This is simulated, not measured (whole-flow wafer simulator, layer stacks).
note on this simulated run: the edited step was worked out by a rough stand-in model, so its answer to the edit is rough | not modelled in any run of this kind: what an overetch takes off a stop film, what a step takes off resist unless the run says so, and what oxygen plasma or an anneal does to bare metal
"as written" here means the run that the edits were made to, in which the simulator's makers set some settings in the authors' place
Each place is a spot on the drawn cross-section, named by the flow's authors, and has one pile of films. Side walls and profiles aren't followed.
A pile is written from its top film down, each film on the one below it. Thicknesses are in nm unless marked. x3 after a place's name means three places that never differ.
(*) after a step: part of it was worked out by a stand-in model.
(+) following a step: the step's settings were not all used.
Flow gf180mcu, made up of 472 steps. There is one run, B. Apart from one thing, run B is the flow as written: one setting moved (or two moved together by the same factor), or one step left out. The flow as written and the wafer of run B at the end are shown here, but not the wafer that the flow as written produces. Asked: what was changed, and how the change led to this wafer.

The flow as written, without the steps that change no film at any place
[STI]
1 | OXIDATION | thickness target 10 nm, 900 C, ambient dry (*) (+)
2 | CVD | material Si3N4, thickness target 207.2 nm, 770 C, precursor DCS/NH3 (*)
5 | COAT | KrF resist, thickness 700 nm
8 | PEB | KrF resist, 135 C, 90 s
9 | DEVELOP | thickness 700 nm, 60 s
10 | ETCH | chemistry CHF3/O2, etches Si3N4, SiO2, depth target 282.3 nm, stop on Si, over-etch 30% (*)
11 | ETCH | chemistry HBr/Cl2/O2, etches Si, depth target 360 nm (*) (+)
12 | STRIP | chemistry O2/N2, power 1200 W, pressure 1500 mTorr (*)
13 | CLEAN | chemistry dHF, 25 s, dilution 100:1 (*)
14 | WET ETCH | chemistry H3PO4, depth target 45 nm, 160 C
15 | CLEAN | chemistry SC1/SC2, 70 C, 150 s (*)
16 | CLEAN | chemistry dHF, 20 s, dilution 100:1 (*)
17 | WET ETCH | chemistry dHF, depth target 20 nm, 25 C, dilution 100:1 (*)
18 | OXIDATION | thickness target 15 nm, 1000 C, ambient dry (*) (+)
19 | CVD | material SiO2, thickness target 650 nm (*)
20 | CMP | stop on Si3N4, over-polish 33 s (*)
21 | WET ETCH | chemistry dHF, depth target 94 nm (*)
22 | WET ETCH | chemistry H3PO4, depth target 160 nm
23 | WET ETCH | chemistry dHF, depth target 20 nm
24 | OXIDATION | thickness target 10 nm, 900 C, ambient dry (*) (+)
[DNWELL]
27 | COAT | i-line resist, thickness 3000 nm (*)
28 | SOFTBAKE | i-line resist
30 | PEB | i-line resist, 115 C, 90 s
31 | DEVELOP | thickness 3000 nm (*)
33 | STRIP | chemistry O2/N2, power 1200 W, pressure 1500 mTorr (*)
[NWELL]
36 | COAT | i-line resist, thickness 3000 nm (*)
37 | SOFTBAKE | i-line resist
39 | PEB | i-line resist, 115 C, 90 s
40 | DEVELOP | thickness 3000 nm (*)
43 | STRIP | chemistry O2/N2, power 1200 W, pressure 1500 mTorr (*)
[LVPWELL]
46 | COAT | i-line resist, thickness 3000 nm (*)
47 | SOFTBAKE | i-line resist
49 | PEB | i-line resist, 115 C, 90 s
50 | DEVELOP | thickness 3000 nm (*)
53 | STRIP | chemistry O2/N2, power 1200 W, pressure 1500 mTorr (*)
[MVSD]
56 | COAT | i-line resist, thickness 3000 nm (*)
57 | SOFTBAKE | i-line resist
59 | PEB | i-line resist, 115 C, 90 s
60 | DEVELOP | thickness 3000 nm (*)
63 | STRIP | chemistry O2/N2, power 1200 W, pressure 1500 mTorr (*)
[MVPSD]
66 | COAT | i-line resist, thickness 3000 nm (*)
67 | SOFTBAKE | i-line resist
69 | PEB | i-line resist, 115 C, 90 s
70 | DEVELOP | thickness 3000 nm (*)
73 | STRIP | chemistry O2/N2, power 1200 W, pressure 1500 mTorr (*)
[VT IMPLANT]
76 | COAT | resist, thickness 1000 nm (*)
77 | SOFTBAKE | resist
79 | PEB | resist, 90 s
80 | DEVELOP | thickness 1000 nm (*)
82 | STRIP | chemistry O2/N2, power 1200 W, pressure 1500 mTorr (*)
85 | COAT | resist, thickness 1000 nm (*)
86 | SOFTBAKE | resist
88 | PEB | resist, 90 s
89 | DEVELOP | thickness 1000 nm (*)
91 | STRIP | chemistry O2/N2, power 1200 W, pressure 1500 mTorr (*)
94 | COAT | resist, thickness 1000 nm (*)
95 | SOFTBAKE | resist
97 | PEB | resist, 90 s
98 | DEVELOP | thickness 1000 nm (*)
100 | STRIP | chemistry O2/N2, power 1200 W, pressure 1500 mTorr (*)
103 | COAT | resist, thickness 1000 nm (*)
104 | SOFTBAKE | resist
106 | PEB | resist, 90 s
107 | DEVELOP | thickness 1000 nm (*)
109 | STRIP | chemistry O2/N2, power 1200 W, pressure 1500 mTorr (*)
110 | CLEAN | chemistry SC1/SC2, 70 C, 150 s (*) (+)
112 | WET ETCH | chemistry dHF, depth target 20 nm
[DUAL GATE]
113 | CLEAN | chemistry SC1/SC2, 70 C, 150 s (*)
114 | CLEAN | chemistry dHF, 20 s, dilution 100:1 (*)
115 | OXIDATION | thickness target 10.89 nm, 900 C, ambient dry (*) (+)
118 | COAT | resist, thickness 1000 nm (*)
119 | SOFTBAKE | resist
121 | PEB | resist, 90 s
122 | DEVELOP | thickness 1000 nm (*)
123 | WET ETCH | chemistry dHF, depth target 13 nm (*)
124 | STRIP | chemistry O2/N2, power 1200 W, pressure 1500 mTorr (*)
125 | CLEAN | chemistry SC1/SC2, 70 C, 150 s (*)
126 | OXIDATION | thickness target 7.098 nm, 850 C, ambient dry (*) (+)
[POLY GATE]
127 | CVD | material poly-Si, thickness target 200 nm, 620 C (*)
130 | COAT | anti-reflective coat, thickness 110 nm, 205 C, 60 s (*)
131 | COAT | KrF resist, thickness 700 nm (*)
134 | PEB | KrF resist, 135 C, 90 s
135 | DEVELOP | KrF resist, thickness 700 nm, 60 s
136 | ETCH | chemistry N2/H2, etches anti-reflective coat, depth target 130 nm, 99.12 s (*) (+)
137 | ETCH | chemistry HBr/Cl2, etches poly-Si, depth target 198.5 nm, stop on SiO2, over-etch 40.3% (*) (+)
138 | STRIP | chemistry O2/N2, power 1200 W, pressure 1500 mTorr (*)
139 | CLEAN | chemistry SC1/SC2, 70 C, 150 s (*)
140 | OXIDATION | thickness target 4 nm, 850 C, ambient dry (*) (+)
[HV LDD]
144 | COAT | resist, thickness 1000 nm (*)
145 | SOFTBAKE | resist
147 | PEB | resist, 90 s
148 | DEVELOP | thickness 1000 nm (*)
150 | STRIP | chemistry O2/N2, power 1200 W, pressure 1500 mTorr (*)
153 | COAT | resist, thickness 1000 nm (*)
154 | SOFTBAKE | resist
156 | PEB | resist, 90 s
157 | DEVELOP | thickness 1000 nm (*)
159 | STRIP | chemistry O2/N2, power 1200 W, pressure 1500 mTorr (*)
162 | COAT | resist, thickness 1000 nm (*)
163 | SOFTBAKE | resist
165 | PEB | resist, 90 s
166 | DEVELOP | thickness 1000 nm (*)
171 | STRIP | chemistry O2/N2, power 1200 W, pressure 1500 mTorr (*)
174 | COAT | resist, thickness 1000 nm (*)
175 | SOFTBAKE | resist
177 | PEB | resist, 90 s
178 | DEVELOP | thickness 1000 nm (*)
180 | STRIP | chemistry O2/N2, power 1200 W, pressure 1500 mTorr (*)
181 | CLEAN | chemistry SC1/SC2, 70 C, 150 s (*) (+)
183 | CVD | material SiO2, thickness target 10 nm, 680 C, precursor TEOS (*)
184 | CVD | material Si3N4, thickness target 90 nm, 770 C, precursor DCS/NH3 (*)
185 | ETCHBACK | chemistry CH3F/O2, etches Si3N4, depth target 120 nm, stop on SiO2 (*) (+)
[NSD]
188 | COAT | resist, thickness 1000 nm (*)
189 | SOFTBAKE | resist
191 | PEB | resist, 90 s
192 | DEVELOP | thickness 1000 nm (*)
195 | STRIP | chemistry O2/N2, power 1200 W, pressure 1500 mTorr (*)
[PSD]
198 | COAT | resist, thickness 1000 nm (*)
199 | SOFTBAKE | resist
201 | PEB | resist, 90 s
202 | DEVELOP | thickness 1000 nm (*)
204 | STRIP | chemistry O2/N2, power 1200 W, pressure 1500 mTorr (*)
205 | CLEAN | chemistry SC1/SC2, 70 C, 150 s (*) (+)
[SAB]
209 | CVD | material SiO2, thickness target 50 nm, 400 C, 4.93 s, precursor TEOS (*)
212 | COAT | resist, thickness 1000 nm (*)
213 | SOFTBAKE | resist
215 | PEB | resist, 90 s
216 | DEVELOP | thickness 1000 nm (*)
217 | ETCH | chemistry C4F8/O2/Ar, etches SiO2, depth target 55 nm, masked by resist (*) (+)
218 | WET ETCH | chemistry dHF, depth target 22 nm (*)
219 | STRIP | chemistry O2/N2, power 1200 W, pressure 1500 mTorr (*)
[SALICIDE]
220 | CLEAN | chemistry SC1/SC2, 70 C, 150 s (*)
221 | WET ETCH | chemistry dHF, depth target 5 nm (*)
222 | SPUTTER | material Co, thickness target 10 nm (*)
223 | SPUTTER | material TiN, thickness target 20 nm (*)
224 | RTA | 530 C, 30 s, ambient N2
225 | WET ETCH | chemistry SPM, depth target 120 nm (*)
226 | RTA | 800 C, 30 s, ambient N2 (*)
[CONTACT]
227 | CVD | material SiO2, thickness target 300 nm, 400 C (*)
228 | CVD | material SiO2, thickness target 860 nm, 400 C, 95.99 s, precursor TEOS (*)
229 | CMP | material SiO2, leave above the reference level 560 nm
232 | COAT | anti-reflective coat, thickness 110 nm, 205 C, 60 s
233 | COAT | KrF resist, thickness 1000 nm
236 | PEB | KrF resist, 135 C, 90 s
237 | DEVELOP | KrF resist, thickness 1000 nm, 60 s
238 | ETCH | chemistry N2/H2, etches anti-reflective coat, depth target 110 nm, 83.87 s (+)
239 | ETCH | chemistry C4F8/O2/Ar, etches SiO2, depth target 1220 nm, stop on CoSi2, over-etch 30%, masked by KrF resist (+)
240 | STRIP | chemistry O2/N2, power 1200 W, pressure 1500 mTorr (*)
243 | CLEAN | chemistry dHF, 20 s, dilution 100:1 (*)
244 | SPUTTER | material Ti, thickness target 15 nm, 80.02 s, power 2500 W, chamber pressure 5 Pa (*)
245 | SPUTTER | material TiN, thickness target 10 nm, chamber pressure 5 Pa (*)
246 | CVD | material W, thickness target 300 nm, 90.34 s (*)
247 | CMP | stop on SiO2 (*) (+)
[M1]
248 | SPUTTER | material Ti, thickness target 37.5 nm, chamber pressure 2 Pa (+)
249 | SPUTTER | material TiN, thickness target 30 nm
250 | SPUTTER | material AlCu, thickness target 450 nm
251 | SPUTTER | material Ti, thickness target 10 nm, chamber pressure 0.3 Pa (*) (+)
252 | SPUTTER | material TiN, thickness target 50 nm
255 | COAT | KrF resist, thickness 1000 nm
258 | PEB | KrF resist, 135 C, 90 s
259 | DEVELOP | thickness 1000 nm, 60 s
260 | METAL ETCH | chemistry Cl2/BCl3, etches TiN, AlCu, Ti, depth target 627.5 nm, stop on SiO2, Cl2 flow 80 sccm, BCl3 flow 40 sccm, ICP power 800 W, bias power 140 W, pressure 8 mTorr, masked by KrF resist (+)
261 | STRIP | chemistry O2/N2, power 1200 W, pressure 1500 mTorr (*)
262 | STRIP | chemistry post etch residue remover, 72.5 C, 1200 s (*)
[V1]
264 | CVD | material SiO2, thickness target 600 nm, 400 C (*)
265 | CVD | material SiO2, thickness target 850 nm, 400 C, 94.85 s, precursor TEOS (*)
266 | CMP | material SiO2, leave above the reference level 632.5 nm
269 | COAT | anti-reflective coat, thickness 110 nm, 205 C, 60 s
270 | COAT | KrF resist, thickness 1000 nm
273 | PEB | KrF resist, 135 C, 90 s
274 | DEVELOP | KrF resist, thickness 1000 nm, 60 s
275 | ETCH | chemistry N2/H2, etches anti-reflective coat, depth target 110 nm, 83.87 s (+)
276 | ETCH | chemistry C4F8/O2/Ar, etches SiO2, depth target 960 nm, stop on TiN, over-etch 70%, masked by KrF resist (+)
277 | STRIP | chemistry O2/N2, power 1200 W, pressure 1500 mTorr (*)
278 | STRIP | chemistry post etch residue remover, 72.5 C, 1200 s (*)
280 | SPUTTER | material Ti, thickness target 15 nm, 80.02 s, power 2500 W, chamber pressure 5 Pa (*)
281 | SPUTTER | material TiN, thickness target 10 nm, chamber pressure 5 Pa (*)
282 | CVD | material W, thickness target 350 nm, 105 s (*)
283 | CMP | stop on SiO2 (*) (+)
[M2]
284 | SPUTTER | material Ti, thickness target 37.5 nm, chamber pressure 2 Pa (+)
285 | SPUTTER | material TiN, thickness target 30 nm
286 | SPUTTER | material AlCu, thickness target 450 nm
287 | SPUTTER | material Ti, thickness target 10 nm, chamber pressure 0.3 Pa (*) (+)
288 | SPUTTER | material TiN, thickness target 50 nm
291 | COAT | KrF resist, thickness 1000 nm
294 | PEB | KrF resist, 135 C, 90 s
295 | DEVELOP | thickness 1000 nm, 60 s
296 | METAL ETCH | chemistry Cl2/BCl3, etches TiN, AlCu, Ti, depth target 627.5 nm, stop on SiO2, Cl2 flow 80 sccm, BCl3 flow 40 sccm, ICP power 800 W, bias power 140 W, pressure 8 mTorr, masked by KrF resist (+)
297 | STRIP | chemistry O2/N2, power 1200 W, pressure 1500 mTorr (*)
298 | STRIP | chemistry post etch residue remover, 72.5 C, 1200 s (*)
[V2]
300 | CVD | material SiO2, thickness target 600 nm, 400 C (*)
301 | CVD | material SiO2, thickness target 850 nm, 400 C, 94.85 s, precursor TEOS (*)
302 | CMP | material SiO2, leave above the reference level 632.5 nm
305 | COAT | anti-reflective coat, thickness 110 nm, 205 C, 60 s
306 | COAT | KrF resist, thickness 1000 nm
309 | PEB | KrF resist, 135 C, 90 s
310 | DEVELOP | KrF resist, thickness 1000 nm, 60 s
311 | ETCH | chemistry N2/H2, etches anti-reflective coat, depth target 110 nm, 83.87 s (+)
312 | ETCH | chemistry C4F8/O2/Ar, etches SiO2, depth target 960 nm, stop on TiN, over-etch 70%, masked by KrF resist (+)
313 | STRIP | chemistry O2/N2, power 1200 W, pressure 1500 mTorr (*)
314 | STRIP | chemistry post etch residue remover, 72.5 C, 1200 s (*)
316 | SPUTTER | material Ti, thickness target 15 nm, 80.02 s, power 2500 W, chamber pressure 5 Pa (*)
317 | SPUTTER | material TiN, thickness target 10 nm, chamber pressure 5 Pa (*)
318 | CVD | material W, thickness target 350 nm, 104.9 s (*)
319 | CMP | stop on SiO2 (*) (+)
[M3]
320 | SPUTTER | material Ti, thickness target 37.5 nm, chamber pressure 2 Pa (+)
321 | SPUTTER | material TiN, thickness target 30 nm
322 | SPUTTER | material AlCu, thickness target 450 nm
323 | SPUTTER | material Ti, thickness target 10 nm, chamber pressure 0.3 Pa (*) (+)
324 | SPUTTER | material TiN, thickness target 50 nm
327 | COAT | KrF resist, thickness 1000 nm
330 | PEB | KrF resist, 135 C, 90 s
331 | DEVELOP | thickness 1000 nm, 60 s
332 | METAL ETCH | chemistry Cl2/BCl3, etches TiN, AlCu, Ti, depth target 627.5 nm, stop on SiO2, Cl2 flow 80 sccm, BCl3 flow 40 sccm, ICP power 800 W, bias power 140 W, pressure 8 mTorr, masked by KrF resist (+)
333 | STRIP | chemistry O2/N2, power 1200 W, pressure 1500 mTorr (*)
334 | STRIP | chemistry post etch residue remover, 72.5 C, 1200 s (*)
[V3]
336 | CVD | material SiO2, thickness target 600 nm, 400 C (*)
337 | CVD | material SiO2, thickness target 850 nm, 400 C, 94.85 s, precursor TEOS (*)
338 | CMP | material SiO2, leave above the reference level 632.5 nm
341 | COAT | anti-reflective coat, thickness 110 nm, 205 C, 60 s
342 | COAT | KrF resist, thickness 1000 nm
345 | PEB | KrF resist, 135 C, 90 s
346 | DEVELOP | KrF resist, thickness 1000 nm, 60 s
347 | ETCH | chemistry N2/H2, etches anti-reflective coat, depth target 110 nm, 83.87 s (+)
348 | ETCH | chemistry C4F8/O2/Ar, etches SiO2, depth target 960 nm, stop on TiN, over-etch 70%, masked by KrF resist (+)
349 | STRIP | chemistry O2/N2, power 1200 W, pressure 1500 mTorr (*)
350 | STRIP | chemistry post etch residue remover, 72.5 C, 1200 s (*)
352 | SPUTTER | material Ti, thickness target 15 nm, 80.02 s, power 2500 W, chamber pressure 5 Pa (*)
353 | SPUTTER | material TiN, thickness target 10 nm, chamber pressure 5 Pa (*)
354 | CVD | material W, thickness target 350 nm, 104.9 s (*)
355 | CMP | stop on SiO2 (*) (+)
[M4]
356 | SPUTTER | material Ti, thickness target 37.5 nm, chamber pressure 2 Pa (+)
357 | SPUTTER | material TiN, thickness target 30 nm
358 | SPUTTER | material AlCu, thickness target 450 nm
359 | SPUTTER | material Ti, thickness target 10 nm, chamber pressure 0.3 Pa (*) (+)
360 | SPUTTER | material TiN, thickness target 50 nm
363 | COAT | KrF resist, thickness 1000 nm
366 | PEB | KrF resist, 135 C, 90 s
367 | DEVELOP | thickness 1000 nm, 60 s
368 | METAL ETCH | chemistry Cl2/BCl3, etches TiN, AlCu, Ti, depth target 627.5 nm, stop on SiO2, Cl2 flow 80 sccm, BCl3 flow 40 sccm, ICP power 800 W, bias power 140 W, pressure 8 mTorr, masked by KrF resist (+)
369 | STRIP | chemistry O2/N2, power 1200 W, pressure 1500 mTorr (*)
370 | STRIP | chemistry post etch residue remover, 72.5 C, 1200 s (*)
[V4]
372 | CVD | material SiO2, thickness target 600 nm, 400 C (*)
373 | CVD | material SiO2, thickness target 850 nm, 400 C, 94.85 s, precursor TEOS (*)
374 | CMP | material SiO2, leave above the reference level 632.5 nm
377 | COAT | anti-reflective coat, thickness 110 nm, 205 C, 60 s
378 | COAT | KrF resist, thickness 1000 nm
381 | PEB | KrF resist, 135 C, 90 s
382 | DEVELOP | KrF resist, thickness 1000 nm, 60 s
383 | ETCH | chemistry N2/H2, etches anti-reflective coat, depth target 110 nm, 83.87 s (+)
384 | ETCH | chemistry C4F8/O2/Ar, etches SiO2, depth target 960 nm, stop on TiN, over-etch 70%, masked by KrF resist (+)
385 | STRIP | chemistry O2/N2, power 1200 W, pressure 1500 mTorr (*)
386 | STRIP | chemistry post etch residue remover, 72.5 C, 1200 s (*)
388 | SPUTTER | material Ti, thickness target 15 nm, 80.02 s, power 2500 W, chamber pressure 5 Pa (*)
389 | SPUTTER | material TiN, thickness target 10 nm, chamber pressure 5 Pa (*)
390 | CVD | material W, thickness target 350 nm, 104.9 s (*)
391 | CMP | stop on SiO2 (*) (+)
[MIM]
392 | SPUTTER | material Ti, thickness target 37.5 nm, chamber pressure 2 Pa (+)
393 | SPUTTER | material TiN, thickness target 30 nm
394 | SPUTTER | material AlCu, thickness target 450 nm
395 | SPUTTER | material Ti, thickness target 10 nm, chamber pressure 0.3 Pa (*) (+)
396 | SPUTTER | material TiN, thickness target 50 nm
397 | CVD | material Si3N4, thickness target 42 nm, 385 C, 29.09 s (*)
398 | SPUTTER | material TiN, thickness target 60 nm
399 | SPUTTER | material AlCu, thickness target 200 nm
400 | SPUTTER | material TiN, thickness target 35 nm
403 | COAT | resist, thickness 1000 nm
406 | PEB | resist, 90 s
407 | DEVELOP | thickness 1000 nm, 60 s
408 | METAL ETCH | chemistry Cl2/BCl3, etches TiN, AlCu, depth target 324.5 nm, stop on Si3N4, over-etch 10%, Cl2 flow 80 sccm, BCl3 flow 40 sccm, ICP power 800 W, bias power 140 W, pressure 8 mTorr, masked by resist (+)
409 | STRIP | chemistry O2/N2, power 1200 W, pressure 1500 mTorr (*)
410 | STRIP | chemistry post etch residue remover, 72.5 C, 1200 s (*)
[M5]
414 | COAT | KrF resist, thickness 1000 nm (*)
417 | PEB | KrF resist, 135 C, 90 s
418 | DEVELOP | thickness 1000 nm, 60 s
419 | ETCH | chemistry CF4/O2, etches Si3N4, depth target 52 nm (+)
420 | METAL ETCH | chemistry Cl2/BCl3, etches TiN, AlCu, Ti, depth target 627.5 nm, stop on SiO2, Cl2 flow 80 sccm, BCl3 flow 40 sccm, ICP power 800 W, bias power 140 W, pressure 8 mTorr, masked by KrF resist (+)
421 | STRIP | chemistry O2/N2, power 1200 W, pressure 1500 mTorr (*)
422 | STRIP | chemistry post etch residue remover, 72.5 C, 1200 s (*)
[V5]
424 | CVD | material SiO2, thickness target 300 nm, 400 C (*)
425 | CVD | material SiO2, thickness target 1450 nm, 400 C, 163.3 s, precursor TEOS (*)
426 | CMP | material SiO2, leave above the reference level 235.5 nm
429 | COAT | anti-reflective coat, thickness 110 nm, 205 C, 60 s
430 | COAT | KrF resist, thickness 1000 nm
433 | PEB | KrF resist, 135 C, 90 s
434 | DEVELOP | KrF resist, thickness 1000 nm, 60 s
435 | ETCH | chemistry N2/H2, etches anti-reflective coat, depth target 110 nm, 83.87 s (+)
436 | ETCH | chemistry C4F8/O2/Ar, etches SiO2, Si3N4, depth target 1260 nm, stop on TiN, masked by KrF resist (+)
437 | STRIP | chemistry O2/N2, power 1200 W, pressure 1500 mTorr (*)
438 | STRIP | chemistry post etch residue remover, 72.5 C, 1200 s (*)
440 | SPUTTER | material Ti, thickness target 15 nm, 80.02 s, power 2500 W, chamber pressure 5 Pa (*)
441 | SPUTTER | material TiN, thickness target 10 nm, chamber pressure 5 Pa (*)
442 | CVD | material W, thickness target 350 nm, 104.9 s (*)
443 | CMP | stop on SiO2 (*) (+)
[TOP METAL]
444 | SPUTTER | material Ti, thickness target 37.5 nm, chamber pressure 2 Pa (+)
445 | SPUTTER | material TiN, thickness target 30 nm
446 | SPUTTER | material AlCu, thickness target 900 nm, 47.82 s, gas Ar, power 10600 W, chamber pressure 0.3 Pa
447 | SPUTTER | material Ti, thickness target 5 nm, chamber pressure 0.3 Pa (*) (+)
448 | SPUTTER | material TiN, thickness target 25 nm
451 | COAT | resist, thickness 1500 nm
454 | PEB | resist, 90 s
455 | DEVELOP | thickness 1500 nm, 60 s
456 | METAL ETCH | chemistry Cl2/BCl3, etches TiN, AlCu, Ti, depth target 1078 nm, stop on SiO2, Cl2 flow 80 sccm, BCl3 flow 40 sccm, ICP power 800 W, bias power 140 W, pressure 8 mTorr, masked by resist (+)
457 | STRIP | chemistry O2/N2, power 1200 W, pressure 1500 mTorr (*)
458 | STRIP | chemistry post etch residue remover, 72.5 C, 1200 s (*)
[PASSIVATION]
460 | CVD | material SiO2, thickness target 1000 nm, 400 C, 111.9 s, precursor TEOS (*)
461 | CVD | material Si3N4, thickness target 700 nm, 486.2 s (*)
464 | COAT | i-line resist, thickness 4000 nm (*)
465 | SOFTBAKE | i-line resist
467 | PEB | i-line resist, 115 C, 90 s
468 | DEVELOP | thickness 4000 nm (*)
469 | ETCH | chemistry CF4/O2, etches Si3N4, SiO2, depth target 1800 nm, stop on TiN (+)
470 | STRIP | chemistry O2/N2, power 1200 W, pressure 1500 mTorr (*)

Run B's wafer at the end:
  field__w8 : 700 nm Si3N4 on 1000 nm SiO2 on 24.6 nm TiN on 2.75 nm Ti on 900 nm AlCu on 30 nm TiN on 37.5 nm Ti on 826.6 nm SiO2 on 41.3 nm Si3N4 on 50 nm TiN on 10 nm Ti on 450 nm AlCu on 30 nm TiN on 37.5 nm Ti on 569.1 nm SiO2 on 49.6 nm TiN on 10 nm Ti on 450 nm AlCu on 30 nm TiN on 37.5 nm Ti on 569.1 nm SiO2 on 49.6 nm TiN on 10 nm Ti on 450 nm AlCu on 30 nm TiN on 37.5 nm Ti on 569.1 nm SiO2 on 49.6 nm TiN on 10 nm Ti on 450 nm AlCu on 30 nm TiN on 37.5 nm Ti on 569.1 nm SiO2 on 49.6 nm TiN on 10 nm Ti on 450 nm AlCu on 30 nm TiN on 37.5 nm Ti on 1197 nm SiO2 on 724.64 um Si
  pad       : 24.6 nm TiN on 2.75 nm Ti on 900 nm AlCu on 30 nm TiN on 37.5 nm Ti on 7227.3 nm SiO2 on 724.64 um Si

The reason: step 447, SPUTTER: thickness target 2.75 nm was run, while the flow as written has thickness target 5 nm.
The wafer itself shows it: field__w8 has Ti 2.75, and step 447 as written asks for 5 nm.

The path from the change to this, step by step:
  447 | SPUTTER | material Ti, thickness target 5 nm, chamber pressure 0.3 Pa (*) (+)
      field, field__w1, field__w2 and 109 more: Ti gains 2.75 (new film) (in the flow as written it would be: Ti gains 5 (new film))
  456 | METAL ETCH | chemistry Cl2/BCl3, etches TiN, AlCu, Ti, depth target 1078 nm, stop on SiO2, Cl2 flow 80 sccm, BCl3 flow 40 sccm, ICP power 800 W, bias power 140 W, pressure 8 mTorr, masked by resist (+)
      field, field__w1, field__w2 and 103 more: TiN loses 25 (all of it), Ti loses 2.75 (all of it), AlCu loses 900 (all of it), TiN loses 30 (all of it), Ti loses 37.5 (all of it) (in the flow as written it would be: TiN loses 25 (all of it), Ti loses 5 (all of it), AlCu loses 900 (all of it), TiN loses 30 (all of it), Ti loses 37.5 (all of it))
